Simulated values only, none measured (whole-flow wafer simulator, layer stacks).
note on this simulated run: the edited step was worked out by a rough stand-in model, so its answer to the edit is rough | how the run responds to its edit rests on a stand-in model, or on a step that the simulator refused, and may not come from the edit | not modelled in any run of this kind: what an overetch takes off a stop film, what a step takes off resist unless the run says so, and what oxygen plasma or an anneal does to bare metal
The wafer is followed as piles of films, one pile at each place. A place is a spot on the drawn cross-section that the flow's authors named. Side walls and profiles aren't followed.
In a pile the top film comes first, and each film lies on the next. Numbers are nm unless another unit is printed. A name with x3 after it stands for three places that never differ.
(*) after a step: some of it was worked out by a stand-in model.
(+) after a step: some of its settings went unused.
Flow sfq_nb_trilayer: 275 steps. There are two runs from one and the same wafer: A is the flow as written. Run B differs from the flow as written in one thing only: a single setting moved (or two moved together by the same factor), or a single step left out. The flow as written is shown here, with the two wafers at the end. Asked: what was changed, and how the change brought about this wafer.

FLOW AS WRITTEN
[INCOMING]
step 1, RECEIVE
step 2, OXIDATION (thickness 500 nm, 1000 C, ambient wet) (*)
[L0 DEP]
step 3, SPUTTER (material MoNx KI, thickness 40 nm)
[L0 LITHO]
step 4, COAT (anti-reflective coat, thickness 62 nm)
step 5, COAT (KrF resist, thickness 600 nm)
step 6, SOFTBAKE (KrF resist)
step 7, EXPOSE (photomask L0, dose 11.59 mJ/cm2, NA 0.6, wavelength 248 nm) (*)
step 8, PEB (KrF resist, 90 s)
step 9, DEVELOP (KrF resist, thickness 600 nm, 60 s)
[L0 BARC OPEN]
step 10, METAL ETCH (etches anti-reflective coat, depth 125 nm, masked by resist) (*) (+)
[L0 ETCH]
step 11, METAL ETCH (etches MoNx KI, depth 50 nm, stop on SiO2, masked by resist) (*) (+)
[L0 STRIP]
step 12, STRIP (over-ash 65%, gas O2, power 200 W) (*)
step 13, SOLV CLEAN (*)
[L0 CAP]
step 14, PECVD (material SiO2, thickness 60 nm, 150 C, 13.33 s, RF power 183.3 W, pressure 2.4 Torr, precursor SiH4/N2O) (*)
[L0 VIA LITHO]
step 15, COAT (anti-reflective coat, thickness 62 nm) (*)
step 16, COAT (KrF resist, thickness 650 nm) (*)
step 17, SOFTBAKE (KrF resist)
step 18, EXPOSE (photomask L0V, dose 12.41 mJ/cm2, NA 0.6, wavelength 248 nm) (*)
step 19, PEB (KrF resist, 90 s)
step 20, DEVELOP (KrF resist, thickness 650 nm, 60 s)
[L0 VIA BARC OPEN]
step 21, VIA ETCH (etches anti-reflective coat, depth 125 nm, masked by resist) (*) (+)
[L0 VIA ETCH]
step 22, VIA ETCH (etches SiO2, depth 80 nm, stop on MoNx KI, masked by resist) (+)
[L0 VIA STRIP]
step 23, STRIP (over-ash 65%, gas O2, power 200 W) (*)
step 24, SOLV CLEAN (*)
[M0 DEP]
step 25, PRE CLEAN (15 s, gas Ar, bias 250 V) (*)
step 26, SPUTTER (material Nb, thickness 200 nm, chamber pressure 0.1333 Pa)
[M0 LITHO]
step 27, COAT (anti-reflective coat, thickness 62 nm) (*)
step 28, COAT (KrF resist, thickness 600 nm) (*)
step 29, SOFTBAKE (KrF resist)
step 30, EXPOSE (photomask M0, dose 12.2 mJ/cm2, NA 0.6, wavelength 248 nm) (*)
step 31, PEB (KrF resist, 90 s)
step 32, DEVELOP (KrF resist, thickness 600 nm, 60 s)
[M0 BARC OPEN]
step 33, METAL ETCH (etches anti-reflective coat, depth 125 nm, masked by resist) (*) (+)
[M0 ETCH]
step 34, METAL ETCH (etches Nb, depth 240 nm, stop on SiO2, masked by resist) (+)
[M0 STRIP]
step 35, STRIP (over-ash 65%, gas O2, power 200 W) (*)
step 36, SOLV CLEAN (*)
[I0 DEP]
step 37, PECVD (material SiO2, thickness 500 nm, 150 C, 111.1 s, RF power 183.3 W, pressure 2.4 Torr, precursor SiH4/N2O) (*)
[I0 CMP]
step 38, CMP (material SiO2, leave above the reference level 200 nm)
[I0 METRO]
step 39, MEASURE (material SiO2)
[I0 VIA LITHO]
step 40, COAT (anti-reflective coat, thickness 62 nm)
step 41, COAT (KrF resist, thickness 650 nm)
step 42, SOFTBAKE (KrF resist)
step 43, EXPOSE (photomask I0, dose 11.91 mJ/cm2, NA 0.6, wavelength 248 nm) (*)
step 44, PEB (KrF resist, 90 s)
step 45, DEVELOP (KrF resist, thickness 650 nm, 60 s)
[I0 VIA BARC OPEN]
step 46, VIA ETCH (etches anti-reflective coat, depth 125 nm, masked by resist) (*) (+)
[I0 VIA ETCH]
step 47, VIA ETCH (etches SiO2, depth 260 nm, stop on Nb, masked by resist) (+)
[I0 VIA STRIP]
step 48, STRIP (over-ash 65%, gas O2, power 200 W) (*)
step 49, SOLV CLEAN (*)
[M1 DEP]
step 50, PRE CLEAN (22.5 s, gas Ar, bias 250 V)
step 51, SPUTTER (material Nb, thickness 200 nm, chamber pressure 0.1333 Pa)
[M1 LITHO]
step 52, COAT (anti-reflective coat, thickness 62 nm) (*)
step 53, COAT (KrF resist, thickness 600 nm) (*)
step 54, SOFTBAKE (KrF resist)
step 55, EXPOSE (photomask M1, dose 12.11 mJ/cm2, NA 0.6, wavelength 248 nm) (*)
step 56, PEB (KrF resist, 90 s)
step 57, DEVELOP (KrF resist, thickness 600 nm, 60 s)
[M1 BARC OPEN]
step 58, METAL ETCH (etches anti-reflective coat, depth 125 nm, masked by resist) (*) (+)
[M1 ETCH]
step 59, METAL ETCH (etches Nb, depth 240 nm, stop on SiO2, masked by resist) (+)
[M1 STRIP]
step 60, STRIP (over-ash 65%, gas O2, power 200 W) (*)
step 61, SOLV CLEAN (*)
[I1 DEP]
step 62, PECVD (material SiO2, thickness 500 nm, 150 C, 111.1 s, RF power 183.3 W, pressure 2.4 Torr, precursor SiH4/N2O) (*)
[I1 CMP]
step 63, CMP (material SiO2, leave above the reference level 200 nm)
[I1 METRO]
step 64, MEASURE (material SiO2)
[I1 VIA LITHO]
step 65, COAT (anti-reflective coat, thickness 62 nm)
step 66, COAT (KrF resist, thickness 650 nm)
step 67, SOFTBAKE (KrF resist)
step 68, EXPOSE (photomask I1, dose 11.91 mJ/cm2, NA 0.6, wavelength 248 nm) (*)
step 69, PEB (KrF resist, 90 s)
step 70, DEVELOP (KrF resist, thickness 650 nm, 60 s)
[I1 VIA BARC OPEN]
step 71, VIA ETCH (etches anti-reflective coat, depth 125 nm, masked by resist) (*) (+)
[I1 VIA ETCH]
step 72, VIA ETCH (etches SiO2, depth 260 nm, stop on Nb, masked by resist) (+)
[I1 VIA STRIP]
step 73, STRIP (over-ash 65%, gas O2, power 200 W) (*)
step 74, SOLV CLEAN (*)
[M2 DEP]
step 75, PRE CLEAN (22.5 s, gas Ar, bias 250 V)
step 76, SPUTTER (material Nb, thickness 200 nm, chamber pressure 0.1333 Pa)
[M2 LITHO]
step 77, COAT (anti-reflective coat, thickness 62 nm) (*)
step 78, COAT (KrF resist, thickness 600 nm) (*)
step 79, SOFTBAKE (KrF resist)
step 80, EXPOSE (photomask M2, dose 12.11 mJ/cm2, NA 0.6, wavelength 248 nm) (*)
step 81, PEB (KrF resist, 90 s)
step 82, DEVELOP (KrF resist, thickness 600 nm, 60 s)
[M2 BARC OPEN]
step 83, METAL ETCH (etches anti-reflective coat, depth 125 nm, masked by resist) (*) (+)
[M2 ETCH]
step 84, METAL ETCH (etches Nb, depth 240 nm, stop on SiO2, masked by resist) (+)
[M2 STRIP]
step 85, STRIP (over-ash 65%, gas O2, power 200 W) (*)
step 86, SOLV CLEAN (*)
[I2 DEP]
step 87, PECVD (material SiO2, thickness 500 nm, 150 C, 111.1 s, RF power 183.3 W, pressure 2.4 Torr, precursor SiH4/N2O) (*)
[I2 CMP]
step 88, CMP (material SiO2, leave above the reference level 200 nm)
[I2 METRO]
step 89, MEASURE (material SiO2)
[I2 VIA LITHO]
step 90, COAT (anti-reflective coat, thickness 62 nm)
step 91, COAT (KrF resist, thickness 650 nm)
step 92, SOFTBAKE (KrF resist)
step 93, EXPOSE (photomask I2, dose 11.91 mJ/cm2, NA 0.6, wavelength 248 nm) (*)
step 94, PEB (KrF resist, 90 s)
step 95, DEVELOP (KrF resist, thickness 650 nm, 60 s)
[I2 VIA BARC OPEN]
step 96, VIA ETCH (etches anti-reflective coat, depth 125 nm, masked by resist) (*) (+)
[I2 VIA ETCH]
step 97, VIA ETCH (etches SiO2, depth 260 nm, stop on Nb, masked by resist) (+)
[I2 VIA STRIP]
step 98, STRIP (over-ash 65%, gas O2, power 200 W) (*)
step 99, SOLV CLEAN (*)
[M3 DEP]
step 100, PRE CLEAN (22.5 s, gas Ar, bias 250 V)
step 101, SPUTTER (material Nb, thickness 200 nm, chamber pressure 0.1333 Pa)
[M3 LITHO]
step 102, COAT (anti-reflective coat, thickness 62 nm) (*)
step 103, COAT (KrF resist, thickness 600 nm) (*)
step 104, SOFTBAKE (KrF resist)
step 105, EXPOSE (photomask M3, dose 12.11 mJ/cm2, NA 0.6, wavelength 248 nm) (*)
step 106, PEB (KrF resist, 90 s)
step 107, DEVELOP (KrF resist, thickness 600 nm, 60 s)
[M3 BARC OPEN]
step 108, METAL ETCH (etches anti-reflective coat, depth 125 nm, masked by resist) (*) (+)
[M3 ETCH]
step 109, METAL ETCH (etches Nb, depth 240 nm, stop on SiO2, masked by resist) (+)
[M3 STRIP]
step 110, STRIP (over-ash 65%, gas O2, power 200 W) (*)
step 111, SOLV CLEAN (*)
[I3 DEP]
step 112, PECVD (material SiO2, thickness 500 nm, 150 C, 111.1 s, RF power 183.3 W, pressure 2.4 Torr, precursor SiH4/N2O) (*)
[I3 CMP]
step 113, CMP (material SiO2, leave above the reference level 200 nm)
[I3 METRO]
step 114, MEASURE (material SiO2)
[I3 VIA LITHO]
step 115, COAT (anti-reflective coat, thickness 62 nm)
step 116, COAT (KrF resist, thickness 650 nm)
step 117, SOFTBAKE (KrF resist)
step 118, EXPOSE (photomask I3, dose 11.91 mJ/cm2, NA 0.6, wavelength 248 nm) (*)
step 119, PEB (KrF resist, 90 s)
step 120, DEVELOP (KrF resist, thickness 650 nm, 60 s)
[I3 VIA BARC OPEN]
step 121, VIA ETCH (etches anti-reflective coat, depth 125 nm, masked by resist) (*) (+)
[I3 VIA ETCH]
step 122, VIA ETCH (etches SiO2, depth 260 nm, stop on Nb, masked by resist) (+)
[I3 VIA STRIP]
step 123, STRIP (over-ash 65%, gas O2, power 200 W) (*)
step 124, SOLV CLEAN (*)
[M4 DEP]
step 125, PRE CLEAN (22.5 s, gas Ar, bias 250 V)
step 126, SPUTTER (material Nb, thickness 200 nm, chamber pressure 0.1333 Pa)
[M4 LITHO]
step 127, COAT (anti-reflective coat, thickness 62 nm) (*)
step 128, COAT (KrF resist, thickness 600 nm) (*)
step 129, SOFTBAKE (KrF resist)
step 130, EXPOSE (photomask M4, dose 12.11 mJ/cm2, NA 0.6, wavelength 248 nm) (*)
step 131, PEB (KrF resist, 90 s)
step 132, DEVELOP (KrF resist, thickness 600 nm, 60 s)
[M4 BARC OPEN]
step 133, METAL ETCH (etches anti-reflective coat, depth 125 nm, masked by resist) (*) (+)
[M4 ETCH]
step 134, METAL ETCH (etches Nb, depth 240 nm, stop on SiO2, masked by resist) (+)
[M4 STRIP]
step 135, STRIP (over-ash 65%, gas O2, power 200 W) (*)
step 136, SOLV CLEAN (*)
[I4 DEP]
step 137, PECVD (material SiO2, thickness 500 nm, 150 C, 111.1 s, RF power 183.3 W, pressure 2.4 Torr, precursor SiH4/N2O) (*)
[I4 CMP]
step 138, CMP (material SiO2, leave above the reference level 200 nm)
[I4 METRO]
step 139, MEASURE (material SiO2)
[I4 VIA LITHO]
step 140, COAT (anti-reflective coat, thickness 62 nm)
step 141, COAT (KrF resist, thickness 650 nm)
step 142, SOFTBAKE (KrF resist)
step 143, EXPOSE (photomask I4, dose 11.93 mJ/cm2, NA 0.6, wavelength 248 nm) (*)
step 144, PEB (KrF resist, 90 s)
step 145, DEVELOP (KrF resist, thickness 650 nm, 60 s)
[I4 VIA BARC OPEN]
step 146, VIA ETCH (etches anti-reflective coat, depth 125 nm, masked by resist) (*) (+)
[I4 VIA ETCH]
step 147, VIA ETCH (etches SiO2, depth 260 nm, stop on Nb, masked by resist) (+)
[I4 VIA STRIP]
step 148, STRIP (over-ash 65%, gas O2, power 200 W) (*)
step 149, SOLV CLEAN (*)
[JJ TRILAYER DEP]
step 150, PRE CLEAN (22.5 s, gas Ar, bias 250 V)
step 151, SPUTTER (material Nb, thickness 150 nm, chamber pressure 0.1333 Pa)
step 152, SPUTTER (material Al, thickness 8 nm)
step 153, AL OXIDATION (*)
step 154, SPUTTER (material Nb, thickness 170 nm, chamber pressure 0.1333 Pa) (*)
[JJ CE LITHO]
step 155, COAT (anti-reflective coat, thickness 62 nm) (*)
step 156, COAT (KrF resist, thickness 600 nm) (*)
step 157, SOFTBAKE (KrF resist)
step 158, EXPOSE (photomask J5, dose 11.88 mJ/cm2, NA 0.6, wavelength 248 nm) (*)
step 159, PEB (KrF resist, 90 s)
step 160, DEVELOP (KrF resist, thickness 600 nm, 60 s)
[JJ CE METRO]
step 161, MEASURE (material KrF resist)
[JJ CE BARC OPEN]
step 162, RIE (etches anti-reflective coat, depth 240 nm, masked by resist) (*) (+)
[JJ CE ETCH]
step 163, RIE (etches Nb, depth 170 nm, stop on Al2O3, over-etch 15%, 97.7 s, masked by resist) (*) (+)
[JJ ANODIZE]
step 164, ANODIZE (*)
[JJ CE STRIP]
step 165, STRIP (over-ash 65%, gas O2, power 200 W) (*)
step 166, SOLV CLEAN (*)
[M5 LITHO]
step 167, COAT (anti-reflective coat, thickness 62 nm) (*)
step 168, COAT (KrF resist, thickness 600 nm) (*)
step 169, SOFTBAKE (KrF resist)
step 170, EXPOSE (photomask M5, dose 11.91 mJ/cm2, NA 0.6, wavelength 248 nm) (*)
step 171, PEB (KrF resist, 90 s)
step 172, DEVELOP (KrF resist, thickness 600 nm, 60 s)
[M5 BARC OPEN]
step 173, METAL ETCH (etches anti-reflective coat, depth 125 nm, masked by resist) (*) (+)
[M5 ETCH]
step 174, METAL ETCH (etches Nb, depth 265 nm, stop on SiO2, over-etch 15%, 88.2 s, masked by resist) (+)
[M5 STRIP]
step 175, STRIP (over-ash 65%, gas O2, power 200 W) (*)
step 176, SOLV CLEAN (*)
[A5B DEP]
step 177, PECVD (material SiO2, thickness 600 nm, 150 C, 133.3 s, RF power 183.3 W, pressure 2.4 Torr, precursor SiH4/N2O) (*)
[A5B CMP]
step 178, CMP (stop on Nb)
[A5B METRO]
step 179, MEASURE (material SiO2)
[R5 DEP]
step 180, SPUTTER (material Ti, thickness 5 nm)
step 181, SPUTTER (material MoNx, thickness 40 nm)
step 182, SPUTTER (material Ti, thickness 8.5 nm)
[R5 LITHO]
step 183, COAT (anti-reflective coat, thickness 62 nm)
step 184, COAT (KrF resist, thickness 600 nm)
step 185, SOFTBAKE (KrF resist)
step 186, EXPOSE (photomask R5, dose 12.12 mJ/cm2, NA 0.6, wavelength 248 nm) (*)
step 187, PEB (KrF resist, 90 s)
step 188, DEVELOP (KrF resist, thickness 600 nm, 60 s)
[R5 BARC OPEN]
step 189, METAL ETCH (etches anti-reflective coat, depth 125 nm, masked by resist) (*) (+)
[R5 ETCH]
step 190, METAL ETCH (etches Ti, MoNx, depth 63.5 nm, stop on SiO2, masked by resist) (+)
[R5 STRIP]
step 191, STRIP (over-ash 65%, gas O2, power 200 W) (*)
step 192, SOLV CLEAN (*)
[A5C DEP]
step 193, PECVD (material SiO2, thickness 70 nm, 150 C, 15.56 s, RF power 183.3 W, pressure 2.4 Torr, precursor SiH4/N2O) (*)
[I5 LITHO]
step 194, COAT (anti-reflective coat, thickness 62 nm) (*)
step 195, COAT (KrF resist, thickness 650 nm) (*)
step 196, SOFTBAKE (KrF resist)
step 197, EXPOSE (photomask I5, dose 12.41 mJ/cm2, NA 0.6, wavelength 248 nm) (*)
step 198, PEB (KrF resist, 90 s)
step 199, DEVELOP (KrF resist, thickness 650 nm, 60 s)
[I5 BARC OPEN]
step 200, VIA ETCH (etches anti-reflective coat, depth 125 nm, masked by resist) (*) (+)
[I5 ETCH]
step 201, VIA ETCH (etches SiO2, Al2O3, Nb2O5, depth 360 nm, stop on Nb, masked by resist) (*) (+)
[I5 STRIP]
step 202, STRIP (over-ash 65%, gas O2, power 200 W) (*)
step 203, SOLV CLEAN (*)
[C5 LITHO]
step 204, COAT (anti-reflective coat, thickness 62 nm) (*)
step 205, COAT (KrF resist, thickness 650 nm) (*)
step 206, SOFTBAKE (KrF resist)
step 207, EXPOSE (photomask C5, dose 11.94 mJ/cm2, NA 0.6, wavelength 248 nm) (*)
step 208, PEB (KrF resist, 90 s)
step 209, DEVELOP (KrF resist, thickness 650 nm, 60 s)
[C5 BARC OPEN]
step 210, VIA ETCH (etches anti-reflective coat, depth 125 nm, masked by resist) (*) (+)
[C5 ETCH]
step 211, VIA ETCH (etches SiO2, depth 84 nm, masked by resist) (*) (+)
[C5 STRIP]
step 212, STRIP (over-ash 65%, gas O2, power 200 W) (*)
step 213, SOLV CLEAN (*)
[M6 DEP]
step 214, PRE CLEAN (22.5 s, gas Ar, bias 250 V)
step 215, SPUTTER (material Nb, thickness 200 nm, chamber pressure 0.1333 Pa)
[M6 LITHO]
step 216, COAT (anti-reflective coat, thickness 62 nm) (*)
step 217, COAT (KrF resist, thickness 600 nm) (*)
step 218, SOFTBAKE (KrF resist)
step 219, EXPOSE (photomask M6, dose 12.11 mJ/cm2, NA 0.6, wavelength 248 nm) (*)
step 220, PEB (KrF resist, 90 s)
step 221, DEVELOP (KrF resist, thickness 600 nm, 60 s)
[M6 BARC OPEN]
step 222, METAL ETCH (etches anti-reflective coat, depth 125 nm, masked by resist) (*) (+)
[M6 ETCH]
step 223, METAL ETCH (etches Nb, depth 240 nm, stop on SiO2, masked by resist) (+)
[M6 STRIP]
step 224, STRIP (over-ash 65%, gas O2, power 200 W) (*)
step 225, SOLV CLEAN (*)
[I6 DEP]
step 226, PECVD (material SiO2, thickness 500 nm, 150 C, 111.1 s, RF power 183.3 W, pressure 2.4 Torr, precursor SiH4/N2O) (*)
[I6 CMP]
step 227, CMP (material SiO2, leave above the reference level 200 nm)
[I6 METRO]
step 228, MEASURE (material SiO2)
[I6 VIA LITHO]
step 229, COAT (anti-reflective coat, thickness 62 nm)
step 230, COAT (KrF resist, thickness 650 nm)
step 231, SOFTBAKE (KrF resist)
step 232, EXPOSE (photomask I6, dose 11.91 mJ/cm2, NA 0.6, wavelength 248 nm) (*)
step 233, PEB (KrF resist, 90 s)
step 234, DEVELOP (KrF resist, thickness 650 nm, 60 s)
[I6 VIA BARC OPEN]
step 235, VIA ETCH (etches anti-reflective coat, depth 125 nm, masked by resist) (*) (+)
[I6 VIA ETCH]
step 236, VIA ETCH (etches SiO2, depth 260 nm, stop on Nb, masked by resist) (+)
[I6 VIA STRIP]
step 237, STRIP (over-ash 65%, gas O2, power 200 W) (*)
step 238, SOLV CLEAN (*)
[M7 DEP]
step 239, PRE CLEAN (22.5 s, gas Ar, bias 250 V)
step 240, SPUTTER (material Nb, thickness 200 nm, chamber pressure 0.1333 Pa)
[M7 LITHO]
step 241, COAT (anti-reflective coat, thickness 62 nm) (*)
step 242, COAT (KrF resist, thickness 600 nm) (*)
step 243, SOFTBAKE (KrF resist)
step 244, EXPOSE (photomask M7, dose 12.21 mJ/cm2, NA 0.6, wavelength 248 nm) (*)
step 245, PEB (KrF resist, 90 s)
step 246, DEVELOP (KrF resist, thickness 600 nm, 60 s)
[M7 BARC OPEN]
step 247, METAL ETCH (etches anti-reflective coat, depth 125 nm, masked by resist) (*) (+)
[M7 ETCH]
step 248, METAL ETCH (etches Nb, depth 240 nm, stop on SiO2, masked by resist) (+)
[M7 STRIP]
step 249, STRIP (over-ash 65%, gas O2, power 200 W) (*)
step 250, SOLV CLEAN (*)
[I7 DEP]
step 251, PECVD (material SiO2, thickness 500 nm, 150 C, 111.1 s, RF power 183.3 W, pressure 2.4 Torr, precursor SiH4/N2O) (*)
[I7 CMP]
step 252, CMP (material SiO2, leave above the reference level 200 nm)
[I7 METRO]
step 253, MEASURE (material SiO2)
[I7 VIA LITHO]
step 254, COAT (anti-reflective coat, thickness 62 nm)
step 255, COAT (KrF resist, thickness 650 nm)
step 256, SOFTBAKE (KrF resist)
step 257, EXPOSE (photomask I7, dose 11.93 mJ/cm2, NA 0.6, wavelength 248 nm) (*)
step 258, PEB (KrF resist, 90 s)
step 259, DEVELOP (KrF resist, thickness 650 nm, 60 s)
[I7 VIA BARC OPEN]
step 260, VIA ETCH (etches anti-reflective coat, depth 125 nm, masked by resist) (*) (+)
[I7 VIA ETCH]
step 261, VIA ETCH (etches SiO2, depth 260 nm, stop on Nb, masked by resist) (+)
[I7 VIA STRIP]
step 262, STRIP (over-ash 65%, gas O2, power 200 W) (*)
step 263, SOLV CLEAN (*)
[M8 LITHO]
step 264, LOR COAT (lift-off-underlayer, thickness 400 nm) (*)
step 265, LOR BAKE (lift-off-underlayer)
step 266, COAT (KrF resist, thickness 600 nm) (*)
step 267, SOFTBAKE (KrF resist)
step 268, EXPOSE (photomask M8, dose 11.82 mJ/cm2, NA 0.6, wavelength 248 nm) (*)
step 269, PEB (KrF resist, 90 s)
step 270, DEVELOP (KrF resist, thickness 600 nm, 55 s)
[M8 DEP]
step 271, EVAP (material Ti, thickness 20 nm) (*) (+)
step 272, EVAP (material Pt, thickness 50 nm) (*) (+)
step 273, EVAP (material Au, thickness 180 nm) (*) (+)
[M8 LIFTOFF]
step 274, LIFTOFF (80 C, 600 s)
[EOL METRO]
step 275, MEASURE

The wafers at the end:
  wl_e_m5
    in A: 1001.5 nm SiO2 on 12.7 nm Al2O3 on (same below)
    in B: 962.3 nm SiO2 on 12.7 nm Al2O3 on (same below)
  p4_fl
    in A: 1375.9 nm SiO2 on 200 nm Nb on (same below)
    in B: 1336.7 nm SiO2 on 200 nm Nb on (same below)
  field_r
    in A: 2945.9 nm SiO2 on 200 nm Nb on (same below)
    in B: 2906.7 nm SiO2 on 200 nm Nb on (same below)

Cause: step 193, PECVD: thickness 30.8 nm was run, whereas the flow has thickness 70 nm; step 193, PECVD: 6.844 s was run, where the flow has 15.56 s.

The path from the change to this, step by step:
  step 193, PECVD (material SiO2, thickness 70 nm, 150 C, 15.56 s, RF power 183.3 W, pressure 2.4 Torr, precursor SiH4/N2O) (*)
      field_l, v_sur, via_wl and 92 more: A SiO2 gains 70 | B SiO2 gains 30.8
      ce_l, c5j, ce_r and 8 more: A SiO2 gains 70 (new film) | B SiO2 gains 30.8 (new film)
  step 194, COAT (anti-reflective coat, thickness 62 nm) (*)
      r5r_line_l: A anti-reflective coat gains 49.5 (new film) | B anti-reflective coat gains 48.5 (new film)
      r5r_line_r: A anti-reflective coat gains 49.4 (new film) | B anti-reflective coat gains 48.4 (new film)
  step 201, VIA ETCH (etches SiO2, Al2O3, Nb2O5, depth 360 nm, stop on Nb, masked by resist) (*) (+)
      be: A SiO2 loses 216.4 (all of it), Al2O3 loses 12.7 (all of it), Nb2O5 loses 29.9 (all of it) | B SiO2 loses 177.2 (all of it), Al2O3 loses 12.7 (all of it), Nb2O5 loses 29.9 (all of it)
  step 202, STRIP (over-ash 65%, gas O2, power 200 W) (*)
      r5r_line_l: A KrF resist loses 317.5 (all of it), anti-reflective coat loses 49.5 (all of it) | B KrF resist loses 317.1 (all of it), anti-reflective coat loses 48.5 (all of it)
      r5r_line_r: A KrF resist loses 317.5 (all of it), anti-reflective coat loses 49.4 (all of it) | B KrF resist loses 317.3 (all of it), anti-reflective coat loses 48.4 (all of it)
  step 204, COAT (anti-reflective coat, thickness 62 nm) (*)
      wire: A anti-reflective coat gains 47.4 (new film) | B anti-reflective coat gains 48.6 (new film)
      be: A anti-reflective coat gains 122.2 (new film) | B anti-reflective coat gains 116.4 (new film)
      (also at 3 further places)
  step 205, COAT (KrF resist, thickness 650 nm) (*)
      be: A KrF resist gains 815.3 (new film) | B KrF resist gains 787.2 (new film)
  step 211, VIA ETCH (etches SiO2, depth 84 nm, masked by resist) (*) (+)
      field_l, v_sur, via_wl and 101 more: A KrF resist loses 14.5 | B KrF resist loses 7.93
      c5j: A SiO2 loses 69.9 (all of it), Nb loses 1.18 | B SiO2 loses 30.7 (all of it), Nb loses 1.27
      (also at 1 further place)
  step 212, STRIP (over-ash 65%, gas O2, power 200 W) (*)
      wire: A KrF resist loses 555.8 (all of it), anti-reflective coat loses 47.4 (all of it) | B KrF resist loses 564.5 (all of it), anti-reflective coat loses 48.6 (all of it)
      be: A KrF resist loses 728.2 (all of it), anti-reflective coat loses 122.2 (all of it) | B KrF resist loses 706.6 (all of it), anti-reflective coat loses 116.4 (all of it)
      (also at 3 further places)
  step 215, SPUTTER (material Nb, thickness 200 nm, chamber pressure 0.1333 Pa)
      be: A Nb gains 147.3 | B Nb gains 156.4
      c5j: A Nb gains 188.4 | B Nb gains 197.9
      (also at 1 further place)
  step 216, COAT (anti-reflective coat, thickness 62 nm) (*)
      wire: A anti-reflective coat gains 48.3 (new film) | B anti-reflective coat gains 49.7 (new film)
      be: A anti-reflective coat gains 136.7 (new film) | B anti-reflective coat gains 129.4 (new film)
      (also at 9 further places)
  step 217, COAT (KrF resist, thickness 600 nm) (*)
      be: A KrF resist gains 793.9 (new film) | B KrF resist gains 760.4 (new film)
      c5j: A KrF resist gains 636 (new film) | B KrF resist gains 620.2 (new film)
      (also at 1 further place)
  step 224, STRIP (over-ash 65%, gas O2, power 200 W) (*)
      wire: A KrF resist loses 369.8 (all of it), anti-reflective coat loses 48.3 (all of it) | B KrF resist loses 373 (all of it), anti-reflective coat loses 49.7 (all of it)
      be: A KrF resist loses 575.8 (all of it), anti-reflective coat loses 136.7 (all of it) | B KrF resist loses 542.4 (all of it), anti-reflective coat loses 129.4 (all of it)
      (also at 9 further places)
  step 226, PECVD (material SiO2, thickness 500 nm, 150 C, 111.1 s, RF power 183.3 W, pressure 2.4 Torr, precursor SiH4/N2O) (*)
      be: A SiO2 gains 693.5 (new film) | B SiO2 gains 645.3 (new film)
      c5j: A SiO2 gains 514.7 (new film) | B SiO2 gains 500 (new film)
  step 227, CMP (material SiO2, leave above the reference level 200 nm)
      c5j: A SiO2 loses 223 | B SiO2 loses 256.9
      res: A SiO2 loses 279.4 | B SiO2 loses 325.7
